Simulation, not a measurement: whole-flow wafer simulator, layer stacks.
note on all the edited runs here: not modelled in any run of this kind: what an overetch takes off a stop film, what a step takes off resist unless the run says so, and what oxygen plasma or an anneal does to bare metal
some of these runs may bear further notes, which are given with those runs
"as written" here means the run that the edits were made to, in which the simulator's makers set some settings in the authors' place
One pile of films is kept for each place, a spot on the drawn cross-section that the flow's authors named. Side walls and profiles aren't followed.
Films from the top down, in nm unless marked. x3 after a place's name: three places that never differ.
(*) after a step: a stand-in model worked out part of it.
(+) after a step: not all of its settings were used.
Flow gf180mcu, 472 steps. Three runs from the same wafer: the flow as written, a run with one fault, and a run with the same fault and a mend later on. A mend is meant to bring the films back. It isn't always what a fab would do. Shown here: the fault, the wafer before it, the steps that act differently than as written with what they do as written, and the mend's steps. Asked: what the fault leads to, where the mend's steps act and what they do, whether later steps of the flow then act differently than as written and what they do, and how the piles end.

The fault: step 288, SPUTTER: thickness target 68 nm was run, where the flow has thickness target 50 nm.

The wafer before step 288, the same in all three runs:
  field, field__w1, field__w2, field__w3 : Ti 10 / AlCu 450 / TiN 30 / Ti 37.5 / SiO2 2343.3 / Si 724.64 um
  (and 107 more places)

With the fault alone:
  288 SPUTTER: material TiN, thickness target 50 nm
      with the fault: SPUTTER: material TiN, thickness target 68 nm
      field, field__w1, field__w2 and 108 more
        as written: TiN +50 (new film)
        with the fault: TiN +68 (new film)
  Later steps of the flow that act differently than as written (4 more steps differ only slightly, by at most 2% or 0.5 nm, whichever is larger, and aren't shown):
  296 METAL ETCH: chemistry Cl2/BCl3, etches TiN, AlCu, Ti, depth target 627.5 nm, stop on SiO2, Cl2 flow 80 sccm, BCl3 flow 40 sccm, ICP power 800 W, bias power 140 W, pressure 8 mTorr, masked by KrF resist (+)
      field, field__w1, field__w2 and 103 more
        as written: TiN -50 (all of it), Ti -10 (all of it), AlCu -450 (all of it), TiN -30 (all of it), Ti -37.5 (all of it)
        with the fault: TiN -68 (all of it), Ti -10 (all of it), AlCu -450 (all of it), TiN -30 (all of it), Ti -37.5 (all of it)
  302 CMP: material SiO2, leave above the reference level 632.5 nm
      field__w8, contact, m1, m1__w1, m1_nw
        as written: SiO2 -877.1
        with the fault: SiO2 -895.1
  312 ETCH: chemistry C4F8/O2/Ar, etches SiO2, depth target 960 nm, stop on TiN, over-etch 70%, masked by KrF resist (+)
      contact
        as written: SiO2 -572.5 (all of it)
        with the fault: SiO2 -554.5 (all of it)
  At the end the piles differ from the flow's by more than 2% or 0.5 nm, whichever is larger, at field__w8, contact, m1, m1__w1, m1_nw.
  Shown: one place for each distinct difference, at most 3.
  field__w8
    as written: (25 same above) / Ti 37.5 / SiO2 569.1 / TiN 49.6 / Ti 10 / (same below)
    with the fault: (25 same above) / Ti 37.5 / SiO2 551.1 / TiN 67.6 / Ti 10 / (same below)
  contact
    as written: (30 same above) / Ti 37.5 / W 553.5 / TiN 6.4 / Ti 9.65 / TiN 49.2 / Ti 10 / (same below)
    with the fault: (30 same above) / Ti 37.5 / W 535.3 / TiN 6.47 / Ti 9.75 / TiN 67.2 / Ti 10 / (same below)

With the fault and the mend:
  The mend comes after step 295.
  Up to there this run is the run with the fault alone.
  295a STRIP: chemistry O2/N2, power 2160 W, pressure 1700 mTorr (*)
      field__w8, contact, m1, m1__w1, m1_nw
        KrF resist -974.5 (all of it)
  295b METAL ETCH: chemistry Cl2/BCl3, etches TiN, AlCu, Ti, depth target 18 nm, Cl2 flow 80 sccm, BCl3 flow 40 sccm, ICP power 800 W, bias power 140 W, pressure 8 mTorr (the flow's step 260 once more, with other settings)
      field, field__w1, field__w2 and 108 more
        TiN -18
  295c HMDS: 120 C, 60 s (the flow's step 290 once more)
      changes no film at any place that is followed
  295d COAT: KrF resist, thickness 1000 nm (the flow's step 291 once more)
      field, field__w1, field__w2 and 108 more
        KrF resist +1000 (new film)
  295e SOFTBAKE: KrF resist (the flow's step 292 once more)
      changes no film at any place that is followed
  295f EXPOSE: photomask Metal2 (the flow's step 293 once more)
      changes no film at any place that is followed
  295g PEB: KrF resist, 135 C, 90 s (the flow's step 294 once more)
      field, field__w1, field__w2 and 108 more
        KrF resist -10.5
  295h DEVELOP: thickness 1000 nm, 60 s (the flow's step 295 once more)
      field, field__w1, field__w2 and 103 more
        KrF resist -989.5 (all of it)
      field__w8, contact, m1, m1__w1, m1_nw
        KrF resist -14.9
  No later step of the flow acts differently than as written at any place that is followed.
  At the end the piles are the same as the flow's at every place that both follow.
